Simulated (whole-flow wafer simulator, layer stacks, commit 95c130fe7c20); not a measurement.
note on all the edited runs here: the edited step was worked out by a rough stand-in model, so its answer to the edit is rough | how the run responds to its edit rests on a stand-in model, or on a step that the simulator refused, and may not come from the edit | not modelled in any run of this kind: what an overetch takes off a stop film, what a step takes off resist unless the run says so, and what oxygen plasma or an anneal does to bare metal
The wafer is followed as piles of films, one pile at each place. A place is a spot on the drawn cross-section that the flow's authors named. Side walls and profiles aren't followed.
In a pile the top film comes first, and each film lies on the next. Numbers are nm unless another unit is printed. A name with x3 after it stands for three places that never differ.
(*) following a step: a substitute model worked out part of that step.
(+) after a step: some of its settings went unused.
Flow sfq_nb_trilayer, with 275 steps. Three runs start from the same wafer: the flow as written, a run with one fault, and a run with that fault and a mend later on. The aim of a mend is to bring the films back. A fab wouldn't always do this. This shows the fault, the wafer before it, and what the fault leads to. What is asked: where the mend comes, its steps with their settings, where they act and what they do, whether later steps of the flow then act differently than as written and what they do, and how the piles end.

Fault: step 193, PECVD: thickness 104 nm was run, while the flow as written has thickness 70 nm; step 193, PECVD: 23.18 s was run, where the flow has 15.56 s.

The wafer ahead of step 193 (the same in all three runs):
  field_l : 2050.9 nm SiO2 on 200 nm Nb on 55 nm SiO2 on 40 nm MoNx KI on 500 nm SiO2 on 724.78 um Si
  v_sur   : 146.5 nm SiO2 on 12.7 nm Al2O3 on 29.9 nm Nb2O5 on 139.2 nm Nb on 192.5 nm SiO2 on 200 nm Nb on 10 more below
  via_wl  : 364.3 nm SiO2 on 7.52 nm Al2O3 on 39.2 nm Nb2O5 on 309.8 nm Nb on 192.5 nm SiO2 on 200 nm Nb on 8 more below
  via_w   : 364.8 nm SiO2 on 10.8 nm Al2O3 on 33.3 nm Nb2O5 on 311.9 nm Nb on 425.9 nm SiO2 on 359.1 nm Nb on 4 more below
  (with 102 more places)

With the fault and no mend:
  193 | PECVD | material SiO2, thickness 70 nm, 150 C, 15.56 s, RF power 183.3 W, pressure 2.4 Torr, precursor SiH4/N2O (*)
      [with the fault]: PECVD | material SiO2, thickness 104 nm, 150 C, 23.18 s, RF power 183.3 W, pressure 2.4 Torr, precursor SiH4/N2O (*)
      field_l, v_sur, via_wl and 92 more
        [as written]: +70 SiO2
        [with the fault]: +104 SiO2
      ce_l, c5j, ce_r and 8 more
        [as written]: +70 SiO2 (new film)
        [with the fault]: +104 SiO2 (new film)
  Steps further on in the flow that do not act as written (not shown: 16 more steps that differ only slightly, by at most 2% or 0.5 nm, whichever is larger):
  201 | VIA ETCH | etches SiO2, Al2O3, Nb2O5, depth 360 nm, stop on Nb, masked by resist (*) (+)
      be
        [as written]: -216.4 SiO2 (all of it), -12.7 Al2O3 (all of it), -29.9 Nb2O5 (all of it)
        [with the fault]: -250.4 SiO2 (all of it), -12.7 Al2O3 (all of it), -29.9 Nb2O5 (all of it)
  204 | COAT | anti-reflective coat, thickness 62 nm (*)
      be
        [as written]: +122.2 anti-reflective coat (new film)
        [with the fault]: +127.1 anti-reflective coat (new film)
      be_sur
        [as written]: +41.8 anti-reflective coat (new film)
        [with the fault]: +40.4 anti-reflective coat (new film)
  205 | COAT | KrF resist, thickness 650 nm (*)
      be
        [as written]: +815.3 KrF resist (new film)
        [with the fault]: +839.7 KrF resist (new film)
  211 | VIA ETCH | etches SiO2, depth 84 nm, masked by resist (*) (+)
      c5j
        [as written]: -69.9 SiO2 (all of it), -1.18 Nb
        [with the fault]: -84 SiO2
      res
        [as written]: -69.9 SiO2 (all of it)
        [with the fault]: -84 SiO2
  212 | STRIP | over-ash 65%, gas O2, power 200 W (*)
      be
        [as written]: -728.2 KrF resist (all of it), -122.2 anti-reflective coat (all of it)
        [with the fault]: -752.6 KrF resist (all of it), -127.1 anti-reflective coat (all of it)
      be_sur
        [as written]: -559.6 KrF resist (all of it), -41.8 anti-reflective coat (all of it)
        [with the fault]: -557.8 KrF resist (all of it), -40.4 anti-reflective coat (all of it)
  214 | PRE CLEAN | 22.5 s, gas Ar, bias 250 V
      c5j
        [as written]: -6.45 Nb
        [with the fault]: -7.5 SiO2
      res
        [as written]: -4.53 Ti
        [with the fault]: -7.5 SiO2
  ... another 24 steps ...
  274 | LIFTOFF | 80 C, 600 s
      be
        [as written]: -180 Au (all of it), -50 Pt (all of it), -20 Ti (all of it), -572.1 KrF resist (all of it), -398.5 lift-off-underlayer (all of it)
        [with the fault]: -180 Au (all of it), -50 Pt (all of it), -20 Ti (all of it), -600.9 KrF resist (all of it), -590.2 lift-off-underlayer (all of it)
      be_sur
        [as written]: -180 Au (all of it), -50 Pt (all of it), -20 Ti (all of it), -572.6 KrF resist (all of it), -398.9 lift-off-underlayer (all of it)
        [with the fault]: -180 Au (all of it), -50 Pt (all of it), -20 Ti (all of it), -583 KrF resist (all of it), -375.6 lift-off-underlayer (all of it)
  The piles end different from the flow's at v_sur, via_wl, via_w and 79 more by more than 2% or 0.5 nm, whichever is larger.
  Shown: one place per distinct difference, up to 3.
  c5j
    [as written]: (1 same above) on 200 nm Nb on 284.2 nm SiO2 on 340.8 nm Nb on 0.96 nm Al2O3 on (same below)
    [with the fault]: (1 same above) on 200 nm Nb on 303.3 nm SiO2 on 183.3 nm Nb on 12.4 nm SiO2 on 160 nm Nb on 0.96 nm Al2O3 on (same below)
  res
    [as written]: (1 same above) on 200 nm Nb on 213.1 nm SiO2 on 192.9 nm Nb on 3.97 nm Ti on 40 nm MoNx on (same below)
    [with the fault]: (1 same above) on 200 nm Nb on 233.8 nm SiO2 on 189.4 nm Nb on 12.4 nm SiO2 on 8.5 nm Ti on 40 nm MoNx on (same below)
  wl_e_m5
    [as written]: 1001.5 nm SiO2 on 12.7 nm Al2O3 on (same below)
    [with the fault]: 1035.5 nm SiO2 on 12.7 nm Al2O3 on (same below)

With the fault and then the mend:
  The mend stands after step 199.
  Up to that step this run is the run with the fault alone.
  199a | STRIP | over-ash 65%, gas O2, power 200 W (*)
      p4_fl x3, p4_w1 x9, p4_g1 x2 and 33 more
        -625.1 KrF resist (all of it), -62 anti-reflective coat (all of it)
      wl_b_m5, wl_b_sr, wl_c_sl and 12 more
        -625 KrF resist (all of it), -62 anti-reflective coat (all of it)
      field_l, v_sur, via_wl, via_w
        -625.7 KrF resist (all of it), -62.2 anti-reflective coat (all of it)
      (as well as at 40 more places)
  199b | VIA ETCH | etches SiO2, depth 34 nm
      field_l, v_sur, via_wl and 103 more
        -34 SiO2
  199c | COAT | anti-reflective coat, thickness 62 nm (*) (a further turn of the flow's step 194)
      p4_fl x3, p4_w1 x9, p4_g1 x2 and 50 more
        +62 anti-reflective coat (new film)
      via_wr, via_sp, via_v, wire, lsp_r, l0_sur, l0v
        +62.3 anti-reflective coat (new film)
      field_l, v_sur, via_wl, via_w
        +62.2 anti-reflective coat (new film)
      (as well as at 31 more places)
  199d | COAT | KrF resist, thickness 650 nm (*) (a further turn of the flow's step 195)
      p4_fl x3, p4_w1 x9, p4_g1 x2 and 33 more
        +650 KrF resist (new film)
      wl_b_m5, wl_b_sr, wl_c_sl and 12 more
        +649.9 KrF resist (new film)
      field_l, v_sur, via_wl, via_w
        +650.6 KrF resist (new film)
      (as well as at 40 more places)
  199e | SOFTBAKE | KrF resist (a further turn of the flow's step 196)
      does not change any film at any place that is followed
  199f | EXPOSE | photomask I5, dose 12.41 mJ/cm2, NA 0.6, wavelength 248 nm (*) (a further turn of the flow's step 197)
      does not change any film at any place that is followed
  199g | PEB | KrF resist, 90 s (a further turn of the flow's step 198)
      field_l, v_sur, via_wl and 87 more
        -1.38 KrF resist
      jj_sur, ce_l, sp_r, moat, field_r, wl_jj
        -1.39 KrF resist
      be_r, r_sur, res, r_end
        -1.33 KrF resist
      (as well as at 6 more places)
  199h | DEVELOP | KrF resist, thickness 650 nm, 60 s (a further turn of the flow's step 199)
      field_l, v_sur, via_wl and 102 more
        -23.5 KrF resist
      be
        -649.8 KrF resist (all of it)
  Later steps of the flow that are run all act as written at every place that is followed, up to a difference of at most 2% or 0.5 nm, whichever is larger.
  By the end, the piles equal the flow's at every place that both follow.
